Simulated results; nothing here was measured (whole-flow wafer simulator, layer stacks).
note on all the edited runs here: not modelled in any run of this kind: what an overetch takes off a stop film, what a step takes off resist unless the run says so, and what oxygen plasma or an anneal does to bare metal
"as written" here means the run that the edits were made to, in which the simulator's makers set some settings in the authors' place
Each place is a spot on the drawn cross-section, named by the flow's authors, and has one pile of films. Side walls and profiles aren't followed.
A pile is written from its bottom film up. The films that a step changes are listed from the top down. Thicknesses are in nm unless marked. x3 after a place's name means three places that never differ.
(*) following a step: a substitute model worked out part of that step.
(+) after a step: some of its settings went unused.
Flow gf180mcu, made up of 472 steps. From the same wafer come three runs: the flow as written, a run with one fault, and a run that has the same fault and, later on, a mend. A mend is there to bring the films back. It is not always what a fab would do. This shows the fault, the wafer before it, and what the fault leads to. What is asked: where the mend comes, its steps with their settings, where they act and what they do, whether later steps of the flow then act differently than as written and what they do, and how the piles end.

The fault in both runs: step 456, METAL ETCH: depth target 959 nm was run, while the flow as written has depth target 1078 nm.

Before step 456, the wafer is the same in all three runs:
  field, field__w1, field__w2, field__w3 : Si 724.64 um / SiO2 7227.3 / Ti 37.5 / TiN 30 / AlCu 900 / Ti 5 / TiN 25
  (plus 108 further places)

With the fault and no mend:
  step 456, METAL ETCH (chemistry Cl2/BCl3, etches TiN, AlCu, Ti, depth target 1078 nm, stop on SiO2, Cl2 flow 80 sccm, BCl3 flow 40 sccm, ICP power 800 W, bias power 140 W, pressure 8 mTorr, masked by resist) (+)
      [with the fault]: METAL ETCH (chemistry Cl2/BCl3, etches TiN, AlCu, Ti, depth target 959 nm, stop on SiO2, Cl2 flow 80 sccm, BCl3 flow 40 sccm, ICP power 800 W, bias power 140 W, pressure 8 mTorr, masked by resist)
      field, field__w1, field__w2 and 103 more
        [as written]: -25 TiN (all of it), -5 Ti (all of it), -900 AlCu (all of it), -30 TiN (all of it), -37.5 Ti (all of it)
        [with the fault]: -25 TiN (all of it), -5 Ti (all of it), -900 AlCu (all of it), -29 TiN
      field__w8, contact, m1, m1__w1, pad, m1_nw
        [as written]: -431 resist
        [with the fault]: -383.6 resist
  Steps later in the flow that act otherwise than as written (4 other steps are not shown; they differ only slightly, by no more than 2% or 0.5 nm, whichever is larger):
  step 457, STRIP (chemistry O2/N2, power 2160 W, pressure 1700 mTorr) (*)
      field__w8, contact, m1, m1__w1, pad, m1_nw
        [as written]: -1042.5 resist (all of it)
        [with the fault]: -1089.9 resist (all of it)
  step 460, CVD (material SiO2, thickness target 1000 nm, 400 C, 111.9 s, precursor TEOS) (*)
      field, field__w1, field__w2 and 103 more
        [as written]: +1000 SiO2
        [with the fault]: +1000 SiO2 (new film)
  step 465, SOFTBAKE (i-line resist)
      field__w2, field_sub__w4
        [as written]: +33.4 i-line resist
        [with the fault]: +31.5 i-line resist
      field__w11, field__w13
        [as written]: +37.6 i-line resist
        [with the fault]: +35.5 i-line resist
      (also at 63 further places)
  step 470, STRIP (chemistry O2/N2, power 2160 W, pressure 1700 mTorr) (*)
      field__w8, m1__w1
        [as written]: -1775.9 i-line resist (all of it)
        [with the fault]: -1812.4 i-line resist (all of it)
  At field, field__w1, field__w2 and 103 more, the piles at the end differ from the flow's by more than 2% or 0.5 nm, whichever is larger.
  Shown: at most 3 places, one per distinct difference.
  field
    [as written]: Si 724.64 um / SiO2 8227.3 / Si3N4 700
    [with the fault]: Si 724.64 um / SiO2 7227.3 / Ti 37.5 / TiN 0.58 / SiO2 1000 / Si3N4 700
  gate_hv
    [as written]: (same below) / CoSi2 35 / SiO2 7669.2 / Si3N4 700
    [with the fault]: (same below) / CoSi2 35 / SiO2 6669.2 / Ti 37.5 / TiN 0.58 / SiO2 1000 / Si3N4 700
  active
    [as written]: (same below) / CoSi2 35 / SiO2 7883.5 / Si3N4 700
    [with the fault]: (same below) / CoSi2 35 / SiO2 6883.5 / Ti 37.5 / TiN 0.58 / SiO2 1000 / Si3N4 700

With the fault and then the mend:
  After step 456 comes the mend.
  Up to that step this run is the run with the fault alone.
  step 456a, METAL ETCH (chemistry Cl2/BCl3, etches TiN, AlCu, Ti, depth target 118.5 nm, stop on SiO2, Cl2 flow 80 sccm, BCl3 flow 40 sccm, ICP power 800 W, bias power 140 W, pressure 8 mTorr, masked by resist) (+) (the flow's step 456, run once more with other settings)
      field, field__w1, field__w2 and 103 more
        -1 TiN (all of it), -37.5 Ti (all of it)
      field__w8, contact, m1, m1__w1, pad, m1_nw
        -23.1 resist
  Steps later in the flow that act otherwise than as written:
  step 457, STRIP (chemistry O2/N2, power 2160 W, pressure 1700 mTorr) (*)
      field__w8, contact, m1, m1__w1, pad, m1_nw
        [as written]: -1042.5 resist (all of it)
        [with the mend]: -1066.8 resist (all of it)
  At every place that both follow, the piles at the end match the flow's.
